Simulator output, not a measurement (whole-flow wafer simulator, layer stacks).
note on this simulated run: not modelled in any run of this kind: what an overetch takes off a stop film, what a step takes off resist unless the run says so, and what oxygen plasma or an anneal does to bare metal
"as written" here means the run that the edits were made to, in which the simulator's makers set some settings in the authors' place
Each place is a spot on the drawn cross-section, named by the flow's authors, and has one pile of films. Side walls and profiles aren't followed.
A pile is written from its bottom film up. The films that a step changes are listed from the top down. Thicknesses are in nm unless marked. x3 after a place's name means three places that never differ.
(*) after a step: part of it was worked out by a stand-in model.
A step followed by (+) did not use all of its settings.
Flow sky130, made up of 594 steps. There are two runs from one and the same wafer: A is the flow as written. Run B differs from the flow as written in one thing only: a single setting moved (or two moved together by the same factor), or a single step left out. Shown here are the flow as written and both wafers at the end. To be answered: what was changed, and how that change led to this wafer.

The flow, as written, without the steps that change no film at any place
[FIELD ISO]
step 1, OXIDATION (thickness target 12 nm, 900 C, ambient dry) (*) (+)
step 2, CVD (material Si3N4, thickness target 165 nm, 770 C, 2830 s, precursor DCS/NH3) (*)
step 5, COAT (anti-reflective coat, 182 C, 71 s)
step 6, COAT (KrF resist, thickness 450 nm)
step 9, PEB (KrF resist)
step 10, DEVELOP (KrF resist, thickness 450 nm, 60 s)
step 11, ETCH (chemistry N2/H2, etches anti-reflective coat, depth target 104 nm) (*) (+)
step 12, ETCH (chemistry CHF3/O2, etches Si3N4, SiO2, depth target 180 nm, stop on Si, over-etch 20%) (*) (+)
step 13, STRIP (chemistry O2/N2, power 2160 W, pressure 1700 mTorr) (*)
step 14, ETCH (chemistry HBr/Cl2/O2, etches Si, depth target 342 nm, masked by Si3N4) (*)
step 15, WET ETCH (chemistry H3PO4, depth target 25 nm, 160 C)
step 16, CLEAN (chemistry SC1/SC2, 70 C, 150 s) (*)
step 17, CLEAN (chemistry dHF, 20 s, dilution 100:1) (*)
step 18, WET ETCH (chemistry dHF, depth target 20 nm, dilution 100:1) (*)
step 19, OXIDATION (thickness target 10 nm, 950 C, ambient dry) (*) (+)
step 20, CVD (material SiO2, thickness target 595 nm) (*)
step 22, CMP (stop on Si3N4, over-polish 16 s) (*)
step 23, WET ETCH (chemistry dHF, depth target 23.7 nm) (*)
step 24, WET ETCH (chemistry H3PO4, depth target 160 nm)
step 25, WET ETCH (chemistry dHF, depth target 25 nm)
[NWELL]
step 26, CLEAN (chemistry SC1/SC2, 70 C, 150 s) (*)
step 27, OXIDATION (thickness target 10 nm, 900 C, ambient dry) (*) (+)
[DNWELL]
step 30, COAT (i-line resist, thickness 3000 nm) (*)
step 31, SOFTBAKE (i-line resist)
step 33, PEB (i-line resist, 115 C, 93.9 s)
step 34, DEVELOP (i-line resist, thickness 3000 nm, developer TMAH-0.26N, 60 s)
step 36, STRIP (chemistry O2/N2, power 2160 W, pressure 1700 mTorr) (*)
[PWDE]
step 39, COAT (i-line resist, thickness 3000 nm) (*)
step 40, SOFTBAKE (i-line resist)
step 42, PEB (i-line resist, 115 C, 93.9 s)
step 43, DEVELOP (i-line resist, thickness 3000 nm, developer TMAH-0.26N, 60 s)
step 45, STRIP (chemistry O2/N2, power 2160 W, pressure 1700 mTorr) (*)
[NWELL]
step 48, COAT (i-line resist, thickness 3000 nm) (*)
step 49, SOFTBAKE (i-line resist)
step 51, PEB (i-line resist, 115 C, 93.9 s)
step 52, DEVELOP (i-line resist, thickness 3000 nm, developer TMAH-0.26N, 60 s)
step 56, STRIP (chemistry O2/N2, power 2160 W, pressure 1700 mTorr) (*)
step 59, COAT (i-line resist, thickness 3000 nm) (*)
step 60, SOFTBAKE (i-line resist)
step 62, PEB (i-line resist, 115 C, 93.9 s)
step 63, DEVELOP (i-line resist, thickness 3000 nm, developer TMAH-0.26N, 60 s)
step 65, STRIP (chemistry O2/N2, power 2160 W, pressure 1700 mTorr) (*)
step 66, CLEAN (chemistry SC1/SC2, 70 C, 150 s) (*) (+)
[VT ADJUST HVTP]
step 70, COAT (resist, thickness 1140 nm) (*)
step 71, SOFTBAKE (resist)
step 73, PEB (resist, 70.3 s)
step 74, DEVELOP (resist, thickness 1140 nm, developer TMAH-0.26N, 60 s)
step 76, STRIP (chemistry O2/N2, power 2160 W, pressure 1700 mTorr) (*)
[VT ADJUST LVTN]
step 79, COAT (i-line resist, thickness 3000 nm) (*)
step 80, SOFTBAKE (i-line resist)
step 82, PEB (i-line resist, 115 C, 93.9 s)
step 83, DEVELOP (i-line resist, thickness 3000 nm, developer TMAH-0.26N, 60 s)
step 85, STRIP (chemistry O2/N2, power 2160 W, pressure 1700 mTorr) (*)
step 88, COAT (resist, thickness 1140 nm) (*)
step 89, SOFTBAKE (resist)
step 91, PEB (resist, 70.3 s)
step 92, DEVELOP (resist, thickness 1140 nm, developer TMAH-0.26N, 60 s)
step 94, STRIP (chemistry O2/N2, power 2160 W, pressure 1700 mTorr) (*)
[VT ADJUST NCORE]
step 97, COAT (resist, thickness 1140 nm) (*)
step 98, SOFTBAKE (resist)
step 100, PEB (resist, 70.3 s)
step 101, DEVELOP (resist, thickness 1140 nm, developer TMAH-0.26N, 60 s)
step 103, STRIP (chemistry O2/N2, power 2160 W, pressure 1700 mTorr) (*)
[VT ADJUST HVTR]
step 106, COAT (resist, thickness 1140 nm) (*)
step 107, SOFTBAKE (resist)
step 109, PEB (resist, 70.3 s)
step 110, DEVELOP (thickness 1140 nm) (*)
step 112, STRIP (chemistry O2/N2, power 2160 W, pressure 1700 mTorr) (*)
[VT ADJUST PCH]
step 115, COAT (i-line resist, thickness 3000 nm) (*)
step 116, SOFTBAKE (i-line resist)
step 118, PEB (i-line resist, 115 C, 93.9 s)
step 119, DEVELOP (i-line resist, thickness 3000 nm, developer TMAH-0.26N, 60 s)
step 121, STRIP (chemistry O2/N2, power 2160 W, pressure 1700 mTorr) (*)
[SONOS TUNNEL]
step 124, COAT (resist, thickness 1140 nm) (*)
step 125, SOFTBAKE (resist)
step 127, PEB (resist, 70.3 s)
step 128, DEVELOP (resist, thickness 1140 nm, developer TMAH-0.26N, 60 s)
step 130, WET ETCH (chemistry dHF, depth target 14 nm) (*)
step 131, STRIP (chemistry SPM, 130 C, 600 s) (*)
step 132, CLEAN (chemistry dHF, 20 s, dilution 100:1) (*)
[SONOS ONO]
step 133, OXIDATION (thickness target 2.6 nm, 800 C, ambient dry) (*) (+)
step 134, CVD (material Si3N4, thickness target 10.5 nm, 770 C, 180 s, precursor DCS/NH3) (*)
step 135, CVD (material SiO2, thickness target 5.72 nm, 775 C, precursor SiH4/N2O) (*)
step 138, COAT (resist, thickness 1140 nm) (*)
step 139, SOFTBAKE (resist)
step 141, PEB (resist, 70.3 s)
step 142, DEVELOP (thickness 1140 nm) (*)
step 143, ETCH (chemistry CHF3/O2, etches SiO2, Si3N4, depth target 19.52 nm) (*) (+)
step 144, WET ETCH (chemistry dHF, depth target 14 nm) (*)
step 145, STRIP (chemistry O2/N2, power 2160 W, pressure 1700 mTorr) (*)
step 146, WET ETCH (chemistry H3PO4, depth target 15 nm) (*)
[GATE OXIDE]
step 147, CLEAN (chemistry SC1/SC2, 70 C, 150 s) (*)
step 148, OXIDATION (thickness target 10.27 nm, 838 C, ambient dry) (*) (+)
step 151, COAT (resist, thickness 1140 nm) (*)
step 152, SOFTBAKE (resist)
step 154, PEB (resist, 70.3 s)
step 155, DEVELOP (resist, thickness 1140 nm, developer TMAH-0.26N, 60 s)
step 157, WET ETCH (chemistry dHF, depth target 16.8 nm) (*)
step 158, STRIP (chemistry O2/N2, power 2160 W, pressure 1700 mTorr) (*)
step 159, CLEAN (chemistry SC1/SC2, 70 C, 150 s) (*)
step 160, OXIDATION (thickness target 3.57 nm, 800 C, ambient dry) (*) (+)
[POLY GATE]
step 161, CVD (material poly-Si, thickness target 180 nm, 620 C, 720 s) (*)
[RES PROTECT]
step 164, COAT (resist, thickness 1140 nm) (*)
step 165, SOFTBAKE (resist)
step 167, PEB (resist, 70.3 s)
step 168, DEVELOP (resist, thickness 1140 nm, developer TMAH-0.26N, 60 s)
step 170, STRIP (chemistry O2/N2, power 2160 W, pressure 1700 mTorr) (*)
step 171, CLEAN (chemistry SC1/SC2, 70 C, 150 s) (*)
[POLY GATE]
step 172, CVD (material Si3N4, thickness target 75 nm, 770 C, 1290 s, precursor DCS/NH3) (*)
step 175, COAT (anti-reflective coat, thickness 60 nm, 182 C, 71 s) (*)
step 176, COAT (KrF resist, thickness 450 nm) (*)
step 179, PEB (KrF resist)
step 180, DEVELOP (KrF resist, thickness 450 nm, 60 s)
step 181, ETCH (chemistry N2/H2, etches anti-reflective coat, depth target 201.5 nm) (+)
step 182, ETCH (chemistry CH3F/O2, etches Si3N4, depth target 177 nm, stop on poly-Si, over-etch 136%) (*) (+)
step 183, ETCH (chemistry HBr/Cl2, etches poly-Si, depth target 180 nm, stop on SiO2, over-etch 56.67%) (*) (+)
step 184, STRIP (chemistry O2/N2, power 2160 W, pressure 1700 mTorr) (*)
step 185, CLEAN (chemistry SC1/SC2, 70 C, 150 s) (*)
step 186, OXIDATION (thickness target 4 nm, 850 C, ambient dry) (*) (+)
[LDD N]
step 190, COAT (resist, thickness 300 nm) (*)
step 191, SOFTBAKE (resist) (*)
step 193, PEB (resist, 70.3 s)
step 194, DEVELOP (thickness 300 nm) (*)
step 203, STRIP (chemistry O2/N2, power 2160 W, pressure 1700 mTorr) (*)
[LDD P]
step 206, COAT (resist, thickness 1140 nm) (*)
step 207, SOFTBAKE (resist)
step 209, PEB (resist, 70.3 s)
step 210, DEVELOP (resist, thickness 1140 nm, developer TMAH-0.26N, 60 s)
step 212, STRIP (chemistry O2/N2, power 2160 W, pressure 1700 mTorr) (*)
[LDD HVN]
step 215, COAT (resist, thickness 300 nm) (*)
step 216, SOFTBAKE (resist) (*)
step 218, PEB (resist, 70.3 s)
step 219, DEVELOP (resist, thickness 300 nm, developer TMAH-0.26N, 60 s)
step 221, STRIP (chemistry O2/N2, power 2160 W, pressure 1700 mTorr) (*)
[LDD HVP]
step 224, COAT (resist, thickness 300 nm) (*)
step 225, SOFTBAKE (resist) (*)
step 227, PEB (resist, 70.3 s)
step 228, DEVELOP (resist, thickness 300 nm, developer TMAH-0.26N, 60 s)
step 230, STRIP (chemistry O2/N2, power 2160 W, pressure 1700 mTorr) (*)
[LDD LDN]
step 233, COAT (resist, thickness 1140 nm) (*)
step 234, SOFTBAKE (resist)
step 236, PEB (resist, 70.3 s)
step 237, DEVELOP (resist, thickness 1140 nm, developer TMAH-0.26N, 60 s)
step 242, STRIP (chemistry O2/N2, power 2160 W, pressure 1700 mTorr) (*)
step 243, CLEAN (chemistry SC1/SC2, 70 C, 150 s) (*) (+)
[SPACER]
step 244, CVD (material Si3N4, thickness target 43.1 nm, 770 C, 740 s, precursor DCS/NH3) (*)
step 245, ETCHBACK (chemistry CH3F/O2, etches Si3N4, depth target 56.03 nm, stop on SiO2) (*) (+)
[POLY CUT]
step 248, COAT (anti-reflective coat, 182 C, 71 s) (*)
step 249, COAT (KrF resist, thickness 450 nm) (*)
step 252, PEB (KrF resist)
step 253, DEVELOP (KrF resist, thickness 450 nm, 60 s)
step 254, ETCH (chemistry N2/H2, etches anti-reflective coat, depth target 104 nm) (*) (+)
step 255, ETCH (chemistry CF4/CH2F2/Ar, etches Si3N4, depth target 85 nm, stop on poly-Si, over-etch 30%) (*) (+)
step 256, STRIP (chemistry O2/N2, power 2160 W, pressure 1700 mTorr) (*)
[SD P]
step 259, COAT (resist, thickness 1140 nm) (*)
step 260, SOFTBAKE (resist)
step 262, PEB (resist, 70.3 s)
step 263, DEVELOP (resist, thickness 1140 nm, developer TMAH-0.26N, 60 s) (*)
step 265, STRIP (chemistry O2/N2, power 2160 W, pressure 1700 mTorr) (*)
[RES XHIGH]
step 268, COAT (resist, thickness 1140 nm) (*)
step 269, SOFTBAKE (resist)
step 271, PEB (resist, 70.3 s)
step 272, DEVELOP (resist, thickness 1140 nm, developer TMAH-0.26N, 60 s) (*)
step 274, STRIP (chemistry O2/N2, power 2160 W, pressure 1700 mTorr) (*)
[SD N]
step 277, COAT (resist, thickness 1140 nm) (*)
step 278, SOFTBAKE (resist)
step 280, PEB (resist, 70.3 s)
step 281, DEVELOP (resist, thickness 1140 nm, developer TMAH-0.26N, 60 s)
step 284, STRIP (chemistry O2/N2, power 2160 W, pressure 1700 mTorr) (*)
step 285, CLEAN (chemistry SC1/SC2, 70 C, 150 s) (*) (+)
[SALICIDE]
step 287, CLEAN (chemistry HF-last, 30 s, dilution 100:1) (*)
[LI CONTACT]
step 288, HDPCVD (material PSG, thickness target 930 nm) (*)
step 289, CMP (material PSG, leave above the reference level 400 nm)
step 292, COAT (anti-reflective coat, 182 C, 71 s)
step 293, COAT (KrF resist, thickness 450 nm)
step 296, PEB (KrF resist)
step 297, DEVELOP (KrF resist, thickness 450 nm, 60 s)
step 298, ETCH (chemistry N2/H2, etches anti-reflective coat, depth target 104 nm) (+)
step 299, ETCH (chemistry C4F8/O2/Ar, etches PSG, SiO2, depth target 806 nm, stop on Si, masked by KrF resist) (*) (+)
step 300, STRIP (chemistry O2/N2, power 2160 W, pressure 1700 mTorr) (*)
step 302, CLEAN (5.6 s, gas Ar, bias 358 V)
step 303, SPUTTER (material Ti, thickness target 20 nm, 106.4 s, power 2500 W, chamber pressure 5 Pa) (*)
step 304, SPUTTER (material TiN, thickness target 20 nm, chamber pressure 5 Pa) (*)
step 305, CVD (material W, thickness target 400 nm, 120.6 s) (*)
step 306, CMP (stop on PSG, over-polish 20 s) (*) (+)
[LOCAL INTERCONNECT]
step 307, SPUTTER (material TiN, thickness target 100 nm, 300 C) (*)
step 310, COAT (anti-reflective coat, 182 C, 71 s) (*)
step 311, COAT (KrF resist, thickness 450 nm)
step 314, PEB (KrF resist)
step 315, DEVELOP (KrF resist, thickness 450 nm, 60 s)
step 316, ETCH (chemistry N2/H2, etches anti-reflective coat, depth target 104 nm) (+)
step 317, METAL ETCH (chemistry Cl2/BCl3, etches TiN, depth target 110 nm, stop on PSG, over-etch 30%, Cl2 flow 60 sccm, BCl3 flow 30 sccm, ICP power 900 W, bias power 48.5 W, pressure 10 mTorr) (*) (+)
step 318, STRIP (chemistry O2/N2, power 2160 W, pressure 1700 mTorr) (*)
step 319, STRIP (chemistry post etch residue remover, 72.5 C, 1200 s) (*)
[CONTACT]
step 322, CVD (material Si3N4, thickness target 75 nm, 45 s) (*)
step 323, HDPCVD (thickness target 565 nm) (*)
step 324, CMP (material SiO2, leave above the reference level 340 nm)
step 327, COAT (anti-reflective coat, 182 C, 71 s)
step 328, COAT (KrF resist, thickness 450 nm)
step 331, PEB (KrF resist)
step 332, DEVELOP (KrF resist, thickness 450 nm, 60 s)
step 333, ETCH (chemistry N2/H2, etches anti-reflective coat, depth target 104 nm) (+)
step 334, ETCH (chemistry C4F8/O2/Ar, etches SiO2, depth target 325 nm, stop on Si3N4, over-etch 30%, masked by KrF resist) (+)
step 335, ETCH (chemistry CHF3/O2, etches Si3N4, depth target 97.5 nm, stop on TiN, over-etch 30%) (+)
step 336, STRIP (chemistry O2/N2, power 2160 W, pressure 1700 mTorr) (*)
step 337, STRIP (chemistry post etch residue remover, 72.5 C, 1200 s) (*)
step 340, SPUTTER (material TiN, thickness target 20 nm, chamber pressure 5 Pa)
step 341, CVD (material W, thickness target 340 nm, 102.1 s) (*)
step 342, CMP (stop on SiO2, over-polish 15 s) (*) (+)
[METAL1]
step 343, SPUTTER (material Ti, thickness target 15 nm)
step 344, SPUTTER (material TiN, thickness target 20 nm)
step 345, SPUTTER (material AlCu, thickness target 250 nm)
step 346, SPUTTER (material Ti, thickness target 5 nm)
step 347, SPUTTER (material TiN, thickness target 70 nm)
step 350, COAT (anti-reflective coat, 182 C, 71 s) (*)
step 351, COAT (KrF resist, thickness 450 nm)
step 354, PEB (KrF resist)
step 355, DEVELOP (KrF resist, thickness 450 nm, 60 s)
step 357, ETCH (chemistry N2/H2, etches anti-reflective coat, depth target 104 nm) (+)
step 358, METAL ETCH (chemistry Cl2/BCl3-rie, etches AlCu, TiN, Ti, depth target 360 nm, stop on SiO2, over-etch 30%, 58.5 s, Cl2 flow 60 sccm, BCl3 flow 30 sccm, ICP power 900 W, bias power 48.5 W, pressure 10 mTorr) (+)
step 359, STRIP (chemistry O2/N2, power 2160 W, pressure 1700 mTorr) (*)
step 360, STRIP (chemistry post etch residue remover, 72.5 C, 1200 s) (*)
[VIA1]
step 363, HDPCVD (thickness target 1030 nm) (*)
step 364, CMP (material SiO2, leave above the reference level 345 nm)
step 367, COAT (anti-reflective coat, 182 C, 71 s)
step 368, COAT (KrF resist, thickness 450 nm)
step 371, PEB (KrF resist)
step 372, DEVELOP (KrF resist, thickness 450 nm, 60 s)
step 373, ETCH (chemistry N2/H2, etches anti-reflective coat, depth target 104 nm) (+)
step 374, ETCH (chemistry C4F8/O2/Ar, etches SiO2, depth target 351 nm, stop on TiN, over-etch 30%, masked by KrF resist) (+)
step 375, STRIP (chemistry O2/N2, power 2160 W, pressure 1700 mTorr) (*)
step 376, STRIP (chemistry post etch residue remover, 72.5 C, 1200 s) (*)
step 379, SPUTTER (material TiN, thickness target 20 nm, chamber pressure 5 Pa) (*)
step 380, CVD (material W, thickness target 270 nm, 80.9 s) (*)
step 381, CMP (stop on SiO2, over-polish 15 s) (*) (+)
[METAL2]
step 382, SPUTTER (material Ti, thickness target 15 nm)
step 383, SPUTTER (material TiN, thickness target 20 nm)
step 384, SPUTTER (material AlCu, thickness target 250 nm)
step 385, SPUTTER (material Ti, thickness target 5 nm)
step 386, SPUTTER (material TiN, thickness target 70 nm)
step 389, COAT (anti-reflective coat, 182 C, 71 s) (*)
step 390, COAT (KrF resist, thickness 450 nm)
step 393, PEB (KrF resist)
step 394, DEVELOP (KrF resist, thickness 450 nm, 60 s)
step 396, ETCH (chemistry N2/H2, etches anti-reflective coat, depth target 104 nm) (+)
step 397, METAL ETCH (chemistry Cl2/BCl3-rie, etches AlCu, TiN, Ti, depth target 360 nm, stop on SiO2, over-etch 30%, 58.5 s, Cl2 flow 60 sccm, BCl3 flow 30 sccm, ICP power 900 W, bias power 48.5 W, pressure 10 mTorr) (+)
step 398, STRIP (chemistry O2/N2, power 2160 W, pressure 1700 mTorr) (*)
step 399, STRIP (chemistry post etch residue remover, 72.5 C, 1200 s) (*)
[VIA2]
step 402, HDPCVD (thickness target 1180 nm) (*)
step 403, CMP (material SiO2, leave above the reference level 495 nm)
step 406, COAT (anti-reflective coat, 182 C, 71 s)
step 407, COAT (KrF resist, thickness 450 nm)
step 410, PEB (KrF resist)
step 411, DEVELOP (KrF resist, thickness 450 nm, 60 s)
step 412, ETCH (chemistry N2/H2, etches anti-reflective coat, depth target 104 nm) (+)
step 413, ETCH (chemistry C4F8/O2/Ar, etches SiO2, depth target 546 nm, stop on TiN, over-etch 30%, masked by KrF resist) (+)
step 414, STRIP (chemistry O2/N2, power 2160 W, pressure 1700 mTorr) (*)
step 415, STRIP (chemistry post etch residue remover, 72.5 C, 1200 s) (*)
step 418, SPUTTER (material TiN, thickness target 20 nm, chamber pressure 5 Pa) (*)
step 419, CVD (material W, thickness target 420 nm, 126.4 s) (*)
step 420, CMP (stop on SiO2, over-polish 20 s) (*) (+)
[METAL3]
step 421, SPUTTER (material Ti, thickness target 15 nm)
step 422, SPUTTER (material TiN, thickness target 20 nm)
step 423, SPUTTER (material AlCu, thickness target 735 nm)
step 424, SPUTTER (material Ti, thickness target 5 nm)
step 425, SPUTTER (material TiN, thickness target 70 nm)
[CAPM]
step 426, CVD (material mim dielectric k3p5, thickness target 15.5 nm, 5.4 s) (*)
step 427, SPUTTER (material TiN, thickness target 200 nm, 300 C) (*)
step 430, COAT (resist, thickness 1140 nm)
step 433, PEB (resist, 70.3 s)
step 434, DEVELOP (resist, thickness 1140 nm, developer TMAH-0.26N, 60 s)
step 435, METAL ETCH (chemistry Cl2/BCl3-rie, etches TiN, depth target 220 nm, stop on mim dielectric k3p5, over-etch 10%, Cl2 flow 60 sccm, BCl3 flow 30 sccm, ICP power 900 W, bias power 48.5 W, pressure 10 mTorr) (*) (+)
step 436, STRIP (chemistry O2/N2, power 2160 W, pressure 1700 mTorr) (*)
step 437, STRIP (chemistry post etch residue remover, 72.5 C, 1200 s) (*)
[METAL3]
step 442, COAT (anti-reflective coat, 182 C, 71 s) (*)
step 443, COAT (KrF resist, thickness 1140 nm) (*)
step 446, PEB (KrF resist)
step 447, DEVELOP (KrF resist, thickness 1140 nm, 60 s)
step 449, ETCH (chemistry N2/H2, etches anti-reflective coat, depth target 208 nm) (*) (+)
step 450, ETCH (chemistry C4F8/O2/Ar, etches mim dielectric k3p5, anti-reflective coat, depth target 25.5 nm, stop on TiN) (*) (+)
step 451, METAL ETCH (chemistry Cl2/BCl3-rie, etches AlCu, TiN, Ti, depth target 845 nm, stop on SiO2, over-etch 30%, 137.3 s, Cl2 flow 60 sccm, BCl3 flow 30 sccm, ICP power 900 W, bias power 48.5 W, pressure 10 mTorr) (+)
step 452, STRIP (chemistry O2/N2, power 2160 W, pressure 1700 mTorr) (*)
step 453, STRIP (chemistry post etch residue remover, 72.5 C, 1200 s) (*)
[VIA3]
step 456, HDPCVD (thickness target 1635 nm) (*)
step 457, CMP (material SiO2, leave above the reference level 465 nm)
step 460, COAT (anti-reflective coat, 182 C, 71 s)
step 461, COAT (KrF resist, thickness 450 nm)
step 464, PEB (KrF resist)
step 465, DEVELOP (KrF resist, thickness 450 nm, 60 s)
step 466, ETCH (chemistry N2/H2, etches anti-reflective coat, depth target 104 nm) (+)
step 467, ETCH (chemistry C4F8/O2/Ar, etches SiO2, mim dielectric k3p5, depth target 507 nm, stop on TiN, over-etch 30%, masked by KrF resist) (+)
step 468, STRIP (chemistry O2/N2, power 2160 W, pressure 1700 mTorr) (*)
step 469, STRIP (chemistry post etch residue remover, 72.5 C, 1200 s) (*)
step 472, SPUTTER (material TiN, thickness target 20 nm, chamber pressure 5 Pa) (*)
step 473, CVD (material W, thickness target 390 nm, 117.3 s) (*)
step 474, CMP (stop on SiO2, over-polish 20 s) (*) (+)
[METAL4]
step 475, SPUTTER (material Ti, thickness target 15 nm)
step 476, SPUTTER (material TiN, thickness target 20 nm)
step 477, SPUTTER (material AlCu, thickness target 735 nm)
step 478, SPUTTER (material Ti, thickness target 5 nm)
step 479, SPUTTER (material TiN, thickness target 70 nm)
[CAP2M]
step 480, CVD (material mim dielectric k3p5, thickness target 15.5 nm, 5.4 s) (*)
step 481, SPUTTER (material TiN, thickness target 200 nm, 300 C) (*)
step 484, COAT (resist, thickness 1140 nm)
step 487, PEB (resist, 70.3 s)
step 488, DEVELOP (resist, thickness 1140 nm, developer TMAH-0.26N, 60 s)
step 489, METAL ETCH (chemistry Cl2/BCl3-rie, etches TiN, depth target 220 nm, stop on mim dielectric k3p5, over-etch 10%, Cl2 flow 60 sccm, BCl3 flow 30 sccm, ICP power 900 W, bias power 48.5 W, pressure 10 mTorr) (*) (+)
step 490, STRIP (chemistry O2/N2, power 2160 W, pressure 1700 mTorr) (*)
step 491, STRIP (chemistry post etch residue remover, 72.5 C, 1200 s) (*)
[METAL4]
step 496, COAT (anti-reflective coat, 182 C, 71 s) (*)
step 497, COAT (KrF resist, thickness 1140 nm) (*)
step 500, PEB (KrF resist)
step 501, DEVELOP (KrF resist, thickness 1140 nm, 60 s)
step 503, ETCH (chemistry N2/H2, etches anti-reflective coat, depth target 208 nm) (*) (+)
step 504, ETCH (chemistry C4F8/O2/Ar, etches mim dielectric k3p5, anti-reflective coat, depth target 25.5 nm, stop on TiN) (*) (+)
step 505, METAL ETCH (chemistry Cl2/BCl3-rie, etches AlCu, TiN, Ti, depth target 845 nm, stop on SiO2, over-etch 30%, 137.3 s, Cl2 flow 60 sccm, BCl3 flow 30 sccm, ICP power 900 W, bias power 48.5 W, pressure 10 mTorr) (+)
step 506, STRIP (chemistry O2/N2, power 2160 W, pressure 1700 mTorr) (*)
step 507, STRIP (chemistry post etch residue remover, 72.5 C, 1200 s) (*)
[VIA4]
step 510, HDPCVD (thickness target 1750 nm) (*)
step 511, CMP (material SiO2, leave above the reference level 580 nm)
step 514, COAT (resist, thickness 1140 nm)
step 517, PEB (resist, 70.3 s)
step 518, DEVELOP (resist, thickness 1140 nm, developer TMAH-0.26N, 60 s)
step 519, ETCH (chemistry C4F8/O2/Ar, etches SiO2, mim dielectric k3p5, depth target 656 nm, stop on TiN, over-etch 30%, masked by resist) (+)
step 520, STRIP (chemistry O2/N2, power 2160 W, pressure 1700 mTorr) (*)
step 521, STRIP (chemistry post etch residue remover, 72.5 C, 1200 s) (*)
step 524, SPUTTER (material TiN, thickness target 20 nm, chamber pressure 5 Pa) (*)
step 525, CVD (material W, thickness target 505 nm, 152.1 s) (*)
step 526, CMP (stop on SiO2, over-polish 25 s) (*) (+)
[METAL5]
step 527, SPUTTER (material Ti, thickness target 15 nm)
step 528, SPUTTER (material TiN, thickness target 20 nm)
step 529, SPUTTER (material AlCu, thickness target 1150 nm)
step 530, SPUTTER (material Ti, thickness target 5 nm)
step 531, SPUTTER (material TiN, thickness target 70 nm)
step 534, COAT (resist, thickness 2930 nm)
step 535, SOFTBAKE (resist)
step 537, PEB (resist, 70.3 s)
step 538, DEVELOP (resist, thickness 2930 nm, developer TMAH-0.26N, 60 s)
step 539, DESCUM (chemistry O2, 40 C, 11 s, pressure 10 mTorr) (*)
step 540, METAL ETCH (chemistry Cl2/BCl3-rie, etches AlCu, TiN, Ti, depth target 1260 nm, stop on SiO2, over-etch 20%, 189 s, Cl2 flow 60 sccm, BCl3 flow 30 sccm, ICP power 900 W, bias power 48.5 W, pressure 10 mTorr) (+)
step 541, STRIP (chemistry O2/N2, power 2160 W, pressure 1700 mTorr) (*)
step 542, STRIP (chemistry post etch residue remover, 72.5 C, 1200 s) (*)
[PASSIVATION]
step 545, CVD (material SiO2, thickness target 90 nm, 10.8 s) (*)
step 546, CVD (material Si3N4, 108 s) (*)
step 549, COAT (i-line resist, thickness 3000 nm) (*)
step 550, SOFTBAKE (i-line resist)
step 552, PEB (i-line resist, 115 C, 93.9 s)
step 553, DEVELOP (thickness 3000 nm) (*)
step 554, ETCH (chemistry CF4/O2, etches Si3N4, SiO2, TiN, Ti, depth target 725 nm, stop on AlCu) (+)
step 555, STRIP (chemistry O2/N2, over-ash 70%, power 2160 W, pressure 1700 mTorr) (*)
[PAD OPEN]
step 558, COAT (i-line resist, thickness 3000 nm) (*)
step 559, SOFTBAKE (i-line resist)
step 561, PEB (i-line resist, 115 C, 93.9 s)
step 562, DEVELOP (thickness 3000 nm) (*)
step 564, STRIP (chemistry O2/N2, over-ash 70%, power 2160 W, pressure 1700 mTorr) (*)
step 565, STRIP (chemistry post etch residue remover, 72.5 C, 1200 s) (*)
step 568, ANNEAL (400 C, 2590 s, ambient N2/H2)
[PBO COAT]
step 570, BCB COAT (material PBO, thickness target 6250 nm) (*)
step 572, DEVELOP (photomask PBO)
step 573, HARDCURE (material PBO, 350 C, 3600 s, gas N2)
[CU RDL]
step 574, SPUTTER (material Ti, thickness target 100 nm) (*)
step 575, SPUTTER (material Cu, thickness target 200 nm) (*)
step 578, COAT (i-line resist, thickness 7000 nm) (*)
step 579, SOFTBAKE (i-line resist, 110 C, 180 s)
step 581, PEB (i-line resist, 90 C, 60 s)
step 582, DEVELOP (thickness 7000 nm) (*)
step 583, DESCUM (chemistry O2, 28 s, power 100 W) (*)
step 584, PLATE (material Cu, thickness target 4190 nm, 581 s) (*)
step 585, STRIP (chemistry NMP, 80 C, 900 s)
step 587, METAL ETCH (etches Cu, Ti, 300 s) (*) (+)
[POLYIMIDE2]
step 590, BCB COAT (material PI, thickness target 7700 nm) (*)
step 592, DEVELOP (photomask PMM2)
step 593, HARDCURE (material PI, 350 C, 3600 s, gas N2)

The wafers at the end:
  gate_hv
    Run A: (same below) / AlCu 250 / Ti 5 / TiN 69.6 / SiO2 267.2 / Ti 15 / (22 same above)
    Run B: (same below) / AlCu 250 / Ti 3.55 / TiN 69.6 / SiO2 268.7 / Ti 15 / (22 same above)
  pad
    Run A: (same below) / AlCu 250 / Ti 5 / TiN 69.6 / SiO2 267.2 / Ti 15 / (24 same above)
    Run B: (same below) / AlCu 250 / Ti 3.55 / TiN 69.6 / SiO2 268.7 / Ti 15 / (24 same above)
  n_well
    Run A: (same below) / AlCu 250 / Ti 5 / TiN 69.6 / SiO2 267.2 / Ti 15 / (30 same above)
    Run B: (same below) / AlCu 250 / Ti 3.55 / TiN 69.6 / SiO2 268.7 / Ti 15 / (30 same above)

Cause: step 346, SPUTTER: thickness target 3.55 nm was run, though the flow has thickness target 5 nm.
One can read it off the wafer: gate_hv has Ti 3.55, and step 346 as written asks for 5 nm.

How this came from the change, step by step:
  step 346, SPUTTER (material Ti, thickness target 5 nm)
      field, active, n_well and 188 more: A +5 Ti (new film) | B +3.55 Ti (new film)
  step 358, METAL ETCH (chemistry Cl2/BCl3-rie, etches AlCu, TiN, Ti, depth target 360 nm, stop on SiO2, over-etch 30%, 58.5 s, Cl2 flow 60 sccm, BCl3 flow 30 sccm, ICP power 900 W, bias power 48.5 W, pressure 10 mTorr) (+)
      field, active, gate and 81 more: A -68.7 TiN (all of it), -5 Ti (all of it), -250 AlCu (all of it), -20 TiN (all of it), -15 Ti (all of it), -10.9 SiO2 | B -68.7 TiN (all of it), -3.55 Ti (all of it), -250 AlCu (all of it), -20 TiN (all of it), -15 Ti (all of it), -11.1 SiO2
